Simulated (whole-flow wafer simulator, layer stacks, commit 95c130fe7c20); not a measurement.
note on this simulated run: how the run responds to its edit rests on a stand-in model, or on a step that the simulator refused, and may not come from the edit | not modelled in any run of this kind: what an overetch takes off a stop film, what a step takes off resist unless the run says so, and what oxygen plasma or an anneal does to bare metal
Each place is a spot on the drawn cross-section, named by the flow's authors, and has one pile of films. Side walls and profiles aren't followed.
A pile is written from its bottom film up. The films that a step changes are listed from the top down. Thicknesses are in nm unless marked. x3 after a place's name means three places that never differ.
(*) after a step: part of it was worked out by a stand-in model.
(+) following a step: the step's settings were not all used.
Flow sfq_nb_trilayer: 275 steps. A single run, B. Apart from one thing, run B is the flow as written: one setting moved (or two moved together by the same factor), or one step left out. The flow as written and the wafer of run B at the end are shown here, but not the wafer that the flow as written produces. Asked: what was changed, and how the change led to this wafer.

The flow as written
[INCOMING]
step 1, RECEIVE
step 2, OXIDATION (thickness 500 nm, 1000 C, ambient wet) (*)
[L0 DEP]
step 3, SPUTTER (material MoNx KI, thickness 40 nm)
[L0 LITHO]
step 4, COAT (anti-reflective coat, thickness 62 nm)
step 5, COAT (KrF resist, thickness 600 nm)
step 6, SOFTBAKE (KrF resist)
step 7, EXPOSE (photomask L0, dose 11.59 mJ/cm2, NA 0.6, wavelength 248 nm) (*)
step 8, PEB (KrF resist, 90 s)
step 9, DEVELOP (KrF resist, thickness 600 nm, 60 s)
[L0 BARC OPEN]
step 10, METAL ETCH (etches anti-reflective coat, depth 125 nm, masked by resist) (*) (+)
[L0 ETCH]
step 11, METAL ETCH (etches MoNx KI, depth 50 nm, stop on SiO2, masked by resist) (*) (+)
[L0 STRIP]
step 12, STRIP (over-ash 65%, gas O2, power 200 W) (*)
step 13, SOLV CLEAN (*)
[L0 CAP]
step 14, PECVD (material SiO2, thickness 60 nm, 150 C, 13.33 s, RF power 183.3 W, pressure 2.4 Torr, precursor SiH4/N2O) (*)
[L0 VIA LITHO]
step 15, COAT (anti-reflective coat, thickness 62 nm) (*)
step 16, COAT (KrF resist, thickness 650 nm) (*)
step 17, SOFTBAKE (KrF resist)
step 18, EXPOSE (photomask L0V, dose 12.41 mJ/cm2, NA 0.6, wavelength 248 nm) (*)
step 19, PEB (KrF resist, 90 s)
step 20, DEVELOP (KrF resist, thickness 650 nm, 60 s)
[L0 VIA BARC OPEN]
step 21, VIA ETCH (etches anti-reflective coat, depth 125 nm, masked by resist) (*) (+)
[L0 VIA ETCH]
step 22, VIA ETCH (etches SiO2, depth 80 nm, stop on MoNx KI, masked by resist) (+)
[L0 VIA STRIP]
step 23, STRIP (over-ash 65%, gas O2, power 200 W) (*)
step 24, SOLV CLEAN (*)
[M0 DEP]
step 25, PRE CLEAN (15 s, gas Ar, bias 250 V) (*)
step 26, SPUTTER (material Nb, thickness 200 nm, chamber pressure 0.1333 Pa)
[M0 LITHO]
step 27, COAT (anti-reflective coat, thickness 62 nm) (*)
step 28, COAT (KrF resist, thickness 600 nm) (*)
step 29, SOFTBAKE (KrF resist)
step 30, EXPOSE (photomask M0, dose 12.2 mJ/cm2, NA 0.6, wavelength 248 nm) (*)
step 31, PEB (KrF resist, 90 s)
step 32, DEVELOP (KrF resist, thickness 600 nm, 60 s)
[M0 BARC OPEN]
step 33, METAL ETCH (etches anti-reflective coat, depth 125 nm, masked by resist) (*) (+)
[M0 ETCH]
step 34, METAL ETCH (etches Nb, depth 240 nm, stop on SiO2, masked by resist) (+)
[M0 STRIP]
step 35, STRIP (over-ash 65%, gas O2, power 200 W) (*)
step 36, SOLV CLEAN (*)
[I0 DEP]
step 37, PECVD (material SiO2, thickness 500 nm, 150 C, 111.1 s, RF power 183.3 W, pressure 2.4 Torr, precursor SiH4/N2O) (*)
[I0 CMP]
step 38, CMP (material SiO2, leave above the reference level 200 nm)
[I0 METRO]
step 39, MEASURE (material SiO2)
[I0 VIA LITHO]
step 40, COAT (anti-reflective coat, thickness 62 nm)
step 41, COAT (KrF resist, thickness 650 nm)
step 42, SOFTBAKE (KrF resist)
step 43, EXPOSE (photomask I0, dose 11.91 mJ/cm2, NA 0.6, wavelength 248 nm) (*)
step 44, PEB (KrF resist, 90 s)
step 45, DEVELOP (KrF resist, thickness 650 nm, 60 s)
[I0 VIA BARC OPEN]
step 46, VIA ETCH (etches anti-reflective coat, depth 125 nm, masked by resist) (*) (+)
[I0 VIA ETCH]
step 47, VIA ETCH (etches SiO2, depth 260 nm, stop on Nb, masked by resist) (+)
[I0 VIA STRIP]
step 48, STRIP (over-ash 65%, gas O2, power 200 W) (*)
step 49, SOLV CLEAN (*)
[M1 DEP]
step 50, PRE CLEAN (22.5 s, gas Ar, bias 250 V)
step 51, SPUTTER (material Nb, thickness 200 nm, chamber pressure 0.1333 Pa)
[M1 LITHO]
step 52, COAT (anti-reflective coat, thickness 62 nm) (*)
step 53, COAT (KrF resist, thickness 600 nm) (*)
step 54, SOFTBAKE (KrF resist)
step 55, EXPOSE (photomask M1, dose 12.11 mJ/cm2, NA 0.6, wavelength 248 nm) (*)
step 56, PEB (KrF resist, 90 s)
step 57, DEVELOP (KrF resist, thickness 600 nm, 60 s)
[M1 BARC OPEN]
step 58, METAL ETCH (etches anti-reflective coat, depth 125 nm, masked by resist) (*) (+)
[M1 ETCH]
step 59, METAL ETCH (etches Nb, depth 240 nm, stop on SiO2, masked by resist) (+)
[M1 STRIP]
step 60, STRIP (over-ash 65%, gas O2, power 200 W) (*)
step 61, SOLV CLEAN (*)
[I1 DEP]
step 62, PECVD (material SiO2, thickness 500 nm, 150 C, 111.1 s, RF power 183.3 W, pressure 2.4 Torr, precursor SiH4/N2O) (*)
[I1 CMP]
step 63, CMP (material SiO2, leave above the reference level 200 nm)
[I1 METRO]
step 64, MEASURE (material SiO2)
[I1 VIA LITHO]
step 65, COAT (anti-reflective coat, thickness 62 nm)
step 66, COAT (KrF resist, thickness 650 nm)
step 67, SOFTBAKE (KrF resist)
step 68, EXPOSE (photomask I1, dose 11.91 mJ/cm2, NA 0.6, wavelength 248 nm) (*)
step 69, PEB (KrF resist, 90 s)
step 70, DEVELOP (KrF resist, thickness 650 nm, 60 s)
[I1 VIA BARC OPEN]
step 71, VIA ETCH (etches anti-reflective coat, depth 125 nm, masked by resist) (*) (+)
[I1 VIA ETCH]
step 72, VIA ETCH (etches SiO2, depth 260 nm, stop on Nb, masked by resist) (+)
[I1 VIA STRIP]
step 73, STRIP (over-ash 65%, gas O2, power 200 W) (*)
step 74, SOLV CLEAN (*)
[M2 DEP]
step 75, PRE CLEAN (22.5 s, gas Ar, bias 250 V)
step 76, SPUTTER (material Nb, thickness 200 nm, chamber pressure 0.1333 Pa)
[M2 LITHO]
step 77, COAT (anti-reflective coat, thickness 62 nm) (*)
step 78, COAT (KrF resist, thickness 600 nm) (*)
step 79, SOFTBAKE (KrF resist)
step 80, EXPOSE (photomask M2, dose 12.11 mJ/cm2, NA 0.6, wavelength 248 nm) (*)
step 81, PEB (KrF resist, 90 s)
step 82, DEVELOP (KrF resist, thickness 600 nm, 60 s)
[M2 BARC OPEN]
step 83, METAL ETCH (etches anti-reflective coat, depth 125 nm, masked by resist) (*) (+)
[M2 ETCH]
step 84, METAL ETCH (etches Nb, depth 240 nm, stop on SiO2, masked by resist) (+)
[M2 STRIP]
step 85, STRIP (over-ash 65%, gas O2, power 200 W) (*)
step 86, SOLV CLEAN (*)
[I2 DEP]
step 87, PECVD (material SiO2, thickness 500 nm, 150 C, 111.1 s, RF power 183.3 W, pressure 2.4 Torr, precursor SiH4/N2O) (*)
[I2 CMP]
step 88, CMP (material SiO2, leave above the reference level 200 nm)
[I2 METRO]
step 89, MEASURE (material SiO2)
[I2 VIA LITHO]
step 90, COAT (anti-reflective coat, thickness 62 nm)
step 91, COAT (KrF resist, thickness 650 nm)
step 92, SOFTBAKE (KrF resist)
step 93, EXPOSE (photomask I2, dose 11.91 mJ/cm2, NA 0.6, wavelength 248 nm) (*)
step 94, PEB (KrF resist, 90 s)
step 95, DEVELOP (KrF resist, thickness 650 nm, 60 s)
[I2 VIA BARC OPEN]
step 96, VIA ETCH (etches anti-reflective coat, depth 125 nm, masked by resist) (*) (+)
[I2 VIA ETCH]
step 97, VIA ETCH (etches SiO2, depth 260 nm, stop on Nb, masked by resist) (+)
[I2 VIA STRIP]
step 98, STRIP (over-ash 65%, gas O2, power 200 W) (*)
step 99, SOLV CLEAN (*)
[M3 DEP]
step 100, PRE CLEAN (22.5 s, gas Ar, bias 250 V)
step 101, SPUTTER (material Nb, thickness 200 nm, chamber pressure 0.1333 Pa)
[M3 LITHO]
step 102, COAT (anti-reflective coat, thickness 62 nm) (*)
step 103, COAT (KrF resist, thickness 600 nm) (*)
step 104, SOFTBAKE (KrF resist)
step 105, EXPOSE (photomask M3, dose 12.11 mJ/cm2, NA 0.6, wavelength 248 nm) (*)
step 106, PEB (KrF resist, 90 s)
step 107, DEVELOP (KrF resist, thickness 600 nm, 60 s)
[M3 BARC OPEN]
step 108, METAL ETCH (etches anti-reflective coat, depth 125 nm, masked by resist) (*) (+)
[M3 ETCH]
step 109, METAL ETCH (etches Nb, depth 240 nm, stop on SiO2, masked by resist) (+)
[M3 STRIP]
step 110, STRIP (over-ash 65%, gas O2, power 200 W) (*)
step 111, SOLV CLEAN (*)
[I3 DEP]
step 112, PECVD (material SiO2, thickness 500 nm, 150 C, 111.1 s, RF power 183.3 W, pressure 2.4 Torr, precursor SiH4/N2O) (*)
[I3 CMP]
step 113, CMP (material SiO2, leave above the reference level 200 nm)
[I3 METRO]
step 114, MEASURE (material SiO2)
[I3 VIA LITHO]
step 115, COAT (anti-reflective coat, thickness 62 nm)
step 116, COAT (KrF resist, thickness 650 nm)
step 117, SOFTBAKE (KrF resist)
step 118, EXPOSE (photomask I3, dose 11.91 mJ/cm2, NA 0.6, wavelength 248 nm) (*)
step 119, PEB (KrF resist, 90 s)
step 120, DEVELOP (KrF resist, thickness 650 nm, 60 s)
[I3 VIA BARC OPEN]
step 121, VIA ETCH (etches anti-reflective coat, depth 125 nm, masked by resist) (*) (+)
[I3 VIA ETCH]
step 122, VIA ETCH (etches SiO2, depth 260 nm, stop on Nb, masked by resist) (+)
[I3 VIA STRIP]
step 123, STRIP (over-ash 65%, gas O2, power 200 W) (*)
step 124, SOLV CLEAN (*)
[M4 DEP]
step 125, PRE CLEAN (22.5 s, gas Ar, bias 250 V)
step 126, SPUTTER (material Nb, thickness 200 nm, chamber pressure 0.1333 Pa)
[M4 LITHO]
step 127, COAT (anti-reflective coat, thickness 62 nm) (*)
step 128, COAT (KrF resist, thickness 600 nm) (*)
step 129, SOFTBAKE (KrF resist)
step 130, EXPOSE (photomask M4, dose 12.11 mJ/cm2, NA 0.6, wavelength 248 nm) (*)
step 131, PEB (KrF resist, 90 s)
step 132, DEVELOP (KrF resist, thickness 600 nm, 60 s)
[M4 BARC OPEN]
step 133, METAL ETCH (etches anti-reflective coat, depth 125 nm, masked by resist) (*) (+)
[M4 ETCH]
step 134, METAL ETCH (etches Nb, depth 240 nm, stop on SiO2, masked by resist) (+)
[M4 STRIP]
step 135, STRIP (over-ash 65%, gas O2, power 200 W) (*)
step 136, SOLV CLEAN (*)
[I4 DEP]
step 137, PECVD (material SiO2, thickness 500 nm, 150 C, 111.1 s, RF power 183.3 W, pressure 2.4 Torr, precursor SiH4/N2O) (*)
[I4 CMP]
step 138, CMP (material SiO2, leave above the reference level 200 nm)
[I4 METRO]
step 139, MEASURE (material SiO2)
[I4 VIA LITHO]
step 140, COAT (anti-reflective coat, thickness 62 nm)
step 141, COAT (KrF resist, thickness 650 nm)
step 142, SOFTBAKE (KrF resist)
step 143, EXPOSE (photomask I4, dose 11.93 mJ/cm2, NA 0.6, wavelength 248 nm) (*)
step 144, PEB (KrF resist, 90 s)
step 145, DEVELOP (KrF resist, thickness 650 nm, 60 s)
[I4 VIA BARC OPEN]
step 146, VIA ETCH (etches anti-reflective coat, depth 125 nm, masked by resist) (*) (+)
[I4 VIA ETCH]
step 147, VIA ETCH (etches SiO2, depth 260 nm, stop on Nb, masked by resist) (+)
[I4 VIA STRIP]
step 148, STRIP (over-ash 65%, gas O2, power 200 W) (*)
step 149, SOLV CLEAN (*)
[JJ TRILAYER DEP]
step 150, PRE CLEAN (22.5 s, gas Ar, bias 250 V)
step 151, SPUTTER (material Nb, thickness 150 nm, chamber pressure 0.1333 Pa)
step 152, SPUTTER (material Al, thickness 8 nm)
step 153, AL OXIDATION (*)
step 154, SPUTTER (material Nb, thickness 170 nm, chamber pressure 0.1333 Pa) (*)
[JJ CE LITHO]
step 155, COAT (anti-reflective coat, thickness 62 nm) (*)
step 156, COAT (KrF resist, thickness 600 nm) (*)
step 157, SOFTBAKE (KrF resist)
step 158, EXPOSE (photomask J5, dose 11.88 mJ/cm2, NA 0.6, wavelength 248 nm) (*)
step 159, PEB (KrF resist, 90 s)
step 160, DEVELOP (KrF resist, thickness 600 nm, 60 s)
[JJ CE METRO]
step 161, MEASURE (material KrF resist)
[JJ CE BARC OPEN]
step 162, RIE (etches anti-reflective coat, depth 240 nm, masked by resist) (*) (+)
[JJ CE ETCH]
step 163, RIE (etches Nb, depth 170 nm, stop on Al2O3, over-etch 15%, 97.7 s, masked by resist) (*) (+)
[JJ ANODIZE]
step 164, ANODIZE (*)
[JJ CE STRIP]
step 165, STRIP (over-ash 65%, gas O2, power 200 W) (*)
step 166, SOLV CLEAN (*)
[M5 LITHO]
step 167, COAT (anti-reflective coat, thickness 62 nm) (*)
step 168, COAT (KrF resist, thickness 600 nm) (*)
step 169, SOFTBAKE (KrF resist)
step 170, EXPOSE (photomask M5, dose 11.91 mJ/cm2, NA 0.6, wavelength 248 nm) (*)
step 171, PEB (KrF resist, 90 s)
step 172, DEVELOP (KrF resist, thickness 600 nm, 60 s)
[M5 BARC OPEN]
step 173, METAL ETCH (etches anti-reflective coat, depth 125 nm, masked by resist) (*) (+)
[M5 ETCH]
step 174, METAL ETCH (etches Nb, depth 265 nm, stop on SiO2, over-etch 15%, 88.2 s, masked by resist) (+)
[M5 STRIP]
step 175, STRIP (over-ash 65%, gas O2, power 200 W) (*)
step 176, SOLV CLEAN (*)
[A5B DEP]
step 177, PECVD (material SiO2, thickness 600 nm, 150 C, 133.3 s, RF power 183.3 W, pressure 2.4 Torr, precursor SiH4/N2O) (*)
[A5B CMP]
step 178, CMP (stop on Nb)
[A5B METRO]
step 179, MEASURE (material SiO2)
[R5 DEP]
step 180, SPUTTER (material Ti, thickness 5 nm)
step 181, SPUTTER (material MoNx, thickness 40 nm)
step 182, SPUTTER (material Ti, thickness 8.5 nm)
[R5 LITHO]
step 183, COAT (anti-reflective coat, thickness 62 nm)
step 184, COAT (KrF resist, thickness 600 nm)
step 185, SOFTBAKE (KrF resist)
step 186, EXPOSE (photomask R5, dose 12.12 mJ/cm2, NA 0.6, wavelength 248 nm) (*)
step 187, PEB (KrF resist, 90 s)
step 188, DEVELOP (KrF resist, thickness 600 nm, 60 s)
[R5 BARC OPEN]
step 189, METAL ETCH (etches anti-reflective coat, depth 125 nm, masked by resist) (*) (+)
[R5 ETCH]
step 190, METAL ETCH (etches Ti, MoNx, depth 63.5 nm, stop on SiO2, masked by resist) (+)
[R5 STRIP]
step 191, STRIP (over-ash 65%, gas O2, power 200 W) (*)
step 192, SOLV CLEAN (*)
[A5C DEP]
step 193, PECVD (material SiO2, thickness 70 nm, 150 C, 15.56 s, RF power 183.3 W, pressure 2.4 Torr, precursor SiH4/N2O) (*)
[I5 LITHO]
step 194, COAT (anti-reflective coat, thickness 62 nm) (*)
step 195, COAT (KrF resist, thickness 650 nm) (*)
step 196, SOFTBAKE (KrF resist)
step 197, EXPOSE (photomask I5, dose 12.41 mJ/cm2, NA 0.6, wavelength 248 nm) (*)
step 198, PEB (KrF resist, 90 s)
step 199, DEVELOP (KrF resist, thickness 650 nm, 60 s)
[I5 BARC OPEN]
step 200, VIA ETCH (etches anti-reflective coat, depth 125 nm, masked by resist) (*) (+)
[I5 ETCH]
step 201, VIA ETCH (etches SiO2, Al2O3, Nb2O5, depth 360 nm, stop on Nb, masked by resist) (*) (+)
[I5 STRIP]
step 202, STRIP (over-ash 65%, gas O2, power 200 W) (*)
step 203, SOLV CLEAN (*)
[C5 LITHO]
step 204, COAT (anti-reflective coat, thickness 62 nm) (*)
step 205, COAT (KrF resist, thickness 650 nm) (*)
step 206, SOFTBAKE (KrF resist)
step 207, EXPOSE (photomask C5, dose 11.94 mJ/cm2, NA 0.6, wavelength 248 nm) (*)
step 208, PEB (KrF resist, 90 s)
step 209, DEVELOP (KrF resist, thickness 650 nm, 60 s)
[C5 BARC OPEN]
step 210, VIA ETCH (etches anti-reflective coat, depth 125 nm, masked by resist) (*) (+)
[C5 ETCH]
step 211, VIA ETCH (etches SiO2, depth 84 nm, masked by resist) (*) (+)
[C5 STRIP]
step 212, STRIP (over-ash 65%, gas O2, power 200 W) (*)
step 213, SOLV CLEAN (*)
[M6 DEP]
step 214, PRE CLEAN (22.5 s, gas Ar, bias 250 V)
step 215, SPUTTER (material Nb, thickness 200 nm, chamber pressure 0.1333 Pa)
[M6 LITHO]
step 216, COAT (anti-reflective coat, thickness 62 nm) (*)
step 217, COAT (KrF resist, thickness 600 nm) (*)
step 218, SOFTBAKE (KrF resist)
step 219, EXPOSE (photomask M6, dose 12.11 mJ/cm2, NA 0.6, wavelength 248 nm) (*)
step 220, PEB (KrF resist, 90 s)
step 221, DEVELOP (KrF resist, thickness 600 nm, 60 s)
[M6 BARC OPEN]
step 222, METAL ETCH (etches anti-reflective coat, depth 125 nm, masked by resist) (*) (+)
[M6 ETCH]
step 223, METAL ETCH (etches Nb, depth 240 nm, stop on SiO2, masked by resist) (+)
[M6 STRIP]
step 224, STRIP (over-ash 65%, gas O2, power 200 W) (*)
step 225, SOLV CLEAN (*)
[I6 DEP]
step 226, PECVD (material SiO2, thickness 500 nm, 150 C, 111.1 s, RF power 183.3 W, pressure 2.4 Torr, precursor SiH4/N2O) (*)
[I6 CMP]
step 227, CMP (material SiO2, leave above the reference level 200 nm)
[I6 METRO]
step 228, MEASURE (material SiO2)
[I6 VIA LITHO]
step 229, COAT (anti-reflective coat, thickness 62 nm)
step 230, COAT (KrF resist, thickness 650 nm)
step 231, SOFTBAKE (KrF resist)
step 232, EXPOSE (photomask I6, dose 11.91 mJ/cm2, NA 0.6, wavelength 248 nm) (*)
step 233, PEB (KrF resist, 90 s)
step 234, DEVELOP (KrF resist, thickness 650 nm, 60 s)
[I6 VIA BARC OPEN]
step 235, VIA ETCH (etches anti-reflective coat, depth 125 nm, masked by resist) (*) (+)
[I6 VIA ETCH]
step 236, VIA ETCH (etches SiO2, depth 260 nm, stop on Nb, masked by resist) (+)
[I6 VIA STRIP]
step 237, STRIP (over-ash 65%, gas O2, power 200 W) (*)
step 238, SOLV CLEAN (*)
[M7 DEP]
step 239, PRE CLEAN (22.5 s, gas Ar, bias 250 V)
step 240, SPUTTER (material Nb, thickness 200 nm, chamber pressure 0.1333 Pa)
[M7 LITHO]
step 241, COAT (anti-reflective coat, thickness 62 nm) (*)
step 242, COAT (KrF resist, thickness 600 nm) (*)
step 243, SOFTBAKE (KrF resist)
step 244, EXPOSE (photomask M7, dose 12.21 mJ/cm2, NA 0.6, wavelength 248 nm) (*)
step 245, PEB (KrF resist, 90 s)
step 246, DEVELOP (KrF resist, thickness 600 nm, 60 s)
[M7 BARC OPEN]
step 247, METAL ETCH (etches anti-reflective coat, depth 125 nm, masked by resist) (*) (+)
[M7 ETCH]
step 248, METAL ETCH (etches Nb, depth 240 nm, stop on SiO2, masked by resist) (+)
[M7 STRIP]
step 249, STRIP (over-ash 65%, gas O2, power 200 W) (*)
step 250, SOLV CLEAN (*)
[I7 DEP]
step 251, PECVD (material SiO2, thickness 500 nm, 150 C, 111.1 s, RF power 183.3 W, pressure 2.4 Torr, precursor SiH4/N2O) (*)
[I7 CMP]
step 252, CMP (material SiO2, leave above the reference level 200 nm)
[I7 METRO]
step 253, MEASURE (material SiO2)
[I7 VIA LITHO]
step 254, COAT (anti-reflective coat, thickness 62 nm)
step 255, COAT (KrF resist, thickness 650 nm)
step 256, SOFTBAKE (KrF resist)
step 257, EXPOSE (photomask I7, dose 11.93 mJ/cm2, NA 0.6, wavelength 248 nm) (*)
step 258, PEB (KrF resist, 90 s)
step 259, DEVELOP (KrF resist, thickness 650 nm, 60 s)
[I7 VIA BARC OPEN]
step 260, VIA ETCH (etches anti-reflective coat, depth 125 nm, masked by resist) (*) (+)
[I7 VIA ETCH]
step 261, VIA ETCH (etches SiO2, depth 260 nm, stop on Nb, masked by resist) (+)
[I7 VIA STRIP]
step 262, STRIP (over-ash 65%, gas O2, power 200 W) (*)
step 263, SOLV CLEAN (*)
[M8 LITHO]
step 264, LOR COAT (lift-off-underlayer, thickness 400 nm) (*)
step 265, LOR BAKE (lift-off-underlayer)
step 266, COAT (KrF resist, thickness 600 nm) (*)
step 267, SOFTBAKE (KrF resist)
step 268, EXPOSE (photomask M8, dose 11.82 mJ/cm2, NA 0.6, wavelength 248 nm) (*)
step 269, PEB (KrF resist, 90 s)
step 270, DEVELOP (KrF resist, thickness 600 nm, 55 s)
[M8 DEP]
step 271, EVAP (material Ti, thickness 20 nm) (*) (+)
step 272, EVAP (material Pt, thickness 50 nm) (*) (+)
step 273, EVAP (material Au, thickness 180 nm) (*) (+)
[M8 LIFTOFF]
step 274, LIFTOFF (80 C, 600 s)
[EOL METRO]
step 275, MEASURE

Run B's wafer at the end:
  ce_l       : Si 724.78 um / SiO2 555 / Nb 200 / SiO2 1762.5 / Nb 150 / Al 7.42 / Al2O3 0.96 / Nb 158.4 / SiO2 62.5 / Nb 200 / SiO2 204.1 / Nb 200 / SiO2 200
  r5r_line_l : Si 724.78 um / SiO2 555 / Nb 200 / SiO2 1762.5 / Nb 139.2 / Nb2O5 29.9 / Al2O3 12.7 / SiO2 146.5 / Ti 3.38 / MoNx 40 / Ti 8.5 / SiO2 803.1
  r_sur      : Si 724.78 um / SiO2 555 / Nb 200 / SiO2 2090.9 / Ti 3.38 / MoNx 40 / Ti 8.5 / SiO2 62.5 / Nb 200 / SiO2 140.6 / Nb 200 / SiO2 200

Cause: step 180, SPUTTER: thickness 3.38 nm was run, while the flow as written has thickness 5 nm.
The wafer lets one read it off: r5r_line_l has Ti 3.38, and step 180 as written asks for 5 nm.

The path from the change to this, step by step:
  step 180, SPUTTER (material Ti, thickness 5 nm)
      field_l, v_sur, via_wl and 103 more: +3.38 Ti (new film) (in the flow as written it would be: +5 Ti (new film))
  step 190, METAL ETCH (etches Ti, MoNx, depth 63.5 nm, stop on SiO2, masked by resist) (+)
      field_l, v_sur, via_wl and 92 more: -8.5 Ti (all of it), -40 MoNx (all of it), -3.38 Ti (all of it) (in the flow as written it would be: -8.5 Ti (all of it), -40 MoNx (all of it), -5 Ti (all of it))
      ce_l, c5j, ce_r, wl_jj: -8.5 Ti (all of it), -40 MoNx (all of it), -3.38 Ti (all of it), -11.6 Nb (in the flow as written it would be: -8.5 Ti (all of it), -40 MoNx (all of it), -5 Ti (all of it), -10 Nb)
